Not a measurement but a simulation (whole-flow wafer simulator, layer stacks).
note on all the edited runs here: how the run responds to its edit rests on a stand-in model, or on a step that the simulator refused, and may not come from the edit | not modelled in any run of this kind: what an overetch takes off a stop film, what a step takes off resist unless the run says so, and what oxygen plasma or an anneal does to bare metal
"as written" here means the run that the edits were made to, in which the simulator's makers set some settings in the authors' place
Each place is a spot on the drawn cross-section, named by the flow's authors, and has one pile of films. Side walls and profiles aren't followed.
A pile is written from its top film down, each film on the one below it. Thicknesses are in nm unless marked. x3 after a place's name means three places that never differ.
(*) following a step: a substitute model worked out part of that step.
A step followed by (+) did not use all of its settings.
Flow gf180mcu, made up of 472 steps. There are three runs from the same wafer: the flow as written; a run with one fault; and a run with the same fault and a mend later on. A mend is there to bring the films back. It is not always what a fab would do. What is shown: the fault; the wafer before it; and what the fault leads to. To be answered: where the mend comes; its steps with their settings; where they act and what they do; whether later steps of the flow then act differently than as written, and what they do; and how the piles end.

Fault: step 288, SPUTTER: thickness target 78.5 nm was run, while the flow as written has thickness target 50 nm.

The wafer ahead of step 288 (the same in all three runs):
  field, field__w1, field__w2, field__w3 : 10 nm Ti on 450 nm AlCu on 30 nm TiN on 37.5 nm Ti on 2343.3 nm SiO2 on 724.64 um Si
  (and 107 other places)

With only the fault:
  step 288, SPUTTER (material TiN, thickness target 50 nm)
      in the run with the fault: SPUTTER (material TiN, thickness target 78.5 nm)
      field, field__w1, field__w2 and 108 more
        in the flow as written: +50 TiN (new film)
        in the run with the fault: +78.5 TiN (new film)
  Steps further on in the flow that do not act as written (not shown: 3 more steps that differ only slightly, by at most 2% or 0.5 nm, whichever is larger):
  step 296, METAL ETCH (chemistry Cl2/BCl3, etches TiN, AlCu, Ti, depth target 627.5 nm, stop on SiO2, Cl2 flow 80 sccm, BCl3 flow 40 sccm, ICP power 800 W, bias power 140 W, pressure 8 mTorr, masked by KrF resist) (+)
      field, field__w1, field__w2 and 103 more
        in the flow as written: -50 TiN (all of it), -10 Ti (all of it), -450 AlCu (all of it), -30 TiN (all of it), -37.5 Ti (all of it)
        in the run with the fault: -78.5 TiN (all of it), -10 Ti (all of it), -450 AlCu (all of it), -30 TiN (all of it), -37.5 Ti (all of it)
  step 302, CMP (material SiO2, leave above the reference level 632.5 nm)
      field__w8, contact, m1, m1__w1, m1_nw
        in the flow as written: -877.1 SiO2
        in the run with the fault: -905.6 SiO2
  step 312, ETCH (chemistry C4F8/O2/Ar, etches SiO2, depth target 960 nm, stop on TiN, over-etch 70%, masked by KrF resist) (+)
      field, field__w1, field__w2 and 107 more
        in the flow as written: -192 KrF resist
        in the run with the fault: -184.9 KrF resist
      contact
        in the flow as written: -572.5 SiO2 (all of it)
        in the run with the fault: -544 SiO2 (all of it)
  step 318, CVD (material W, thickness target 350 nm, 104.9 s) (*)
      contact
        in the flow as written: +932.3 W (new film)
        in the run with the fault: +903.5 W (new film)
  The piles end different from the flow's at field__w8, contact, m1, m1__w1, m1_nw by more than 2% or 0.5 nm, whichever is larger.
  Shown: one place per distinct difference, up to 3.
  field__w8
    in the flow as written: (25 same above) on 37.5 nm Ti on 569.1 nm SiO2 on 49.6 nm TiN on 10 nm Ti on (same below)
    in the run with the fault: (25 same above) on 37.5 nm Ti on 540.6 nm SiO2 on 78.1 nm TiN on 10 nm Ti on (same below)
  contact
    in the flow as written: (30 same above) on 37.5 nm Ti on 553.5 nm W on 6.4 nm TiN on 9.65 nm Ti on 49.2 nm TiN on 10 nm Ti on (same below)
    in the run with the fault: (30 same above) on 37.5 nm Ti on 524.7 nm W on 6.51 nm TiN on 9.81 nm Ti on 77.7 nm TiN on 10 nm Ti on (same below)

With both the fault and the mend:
  After step 295 comes the mend.
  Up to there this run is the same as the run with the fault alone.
  step 295a, STRIP (chemistry O2/N2, power 2160 W, pressure 1700 mTorr) (*)
      field__w8, contact, m1, m1__w1, m1_nw
        -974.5 KrF resist (all of it)
  step 295b, METAL ETCH (chemistry Cl2/BCl3, etches TiN, AlCu, Ti, depth target 28.5 nm, Cl2 flow 80 sccm, BCl3 flow 40 sccm, ICP power 800 W, bias power 140 W, pressure 8 mTorr) (the flow's step 260 again, with other settings)
      field, field__w1, field__w2 and 108 more
        -28.5 TiN
  step 295c, HMDS (120 C, 60 s) (the flow's step 290 again)
      alters no film at any place that is followed
  step 295d, COAT (KrF resist, thickness 1000 nm) (the flow's step 291 again)
      field, field__w1, field__w2 and 108 more
        +1000 KrF resist (new film)
  step 295e, SOFTBAKE (KrF resist) (the flow's step 292 again)
      alters no film at any place that is followed
  step 295f, EXPOSE (photomask Metal2) (the flow's step 293 again)
      alters no film at any place that is followed
  step 295g, PEB (KrF resist, 135 C, 90 s) (the flow's step 294 again)
      field, field__w1, field__w2 and 108 more
        -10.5 KrF resist
  step 295h, DEVELOP (thickness 1000 nm, 60 s) (the flow's step 295 again)
      field, field__w1, field__w2 and 103 more
        -989.5 KrF resist (all of it)
      field__w8, contact, m1, m1__w1, m1_nw
        -14.9 KrF resist
  Every later step of the flow that is run acts as written at every place that is followed.
  At every place that both follow, the piles at the end match the flow's.
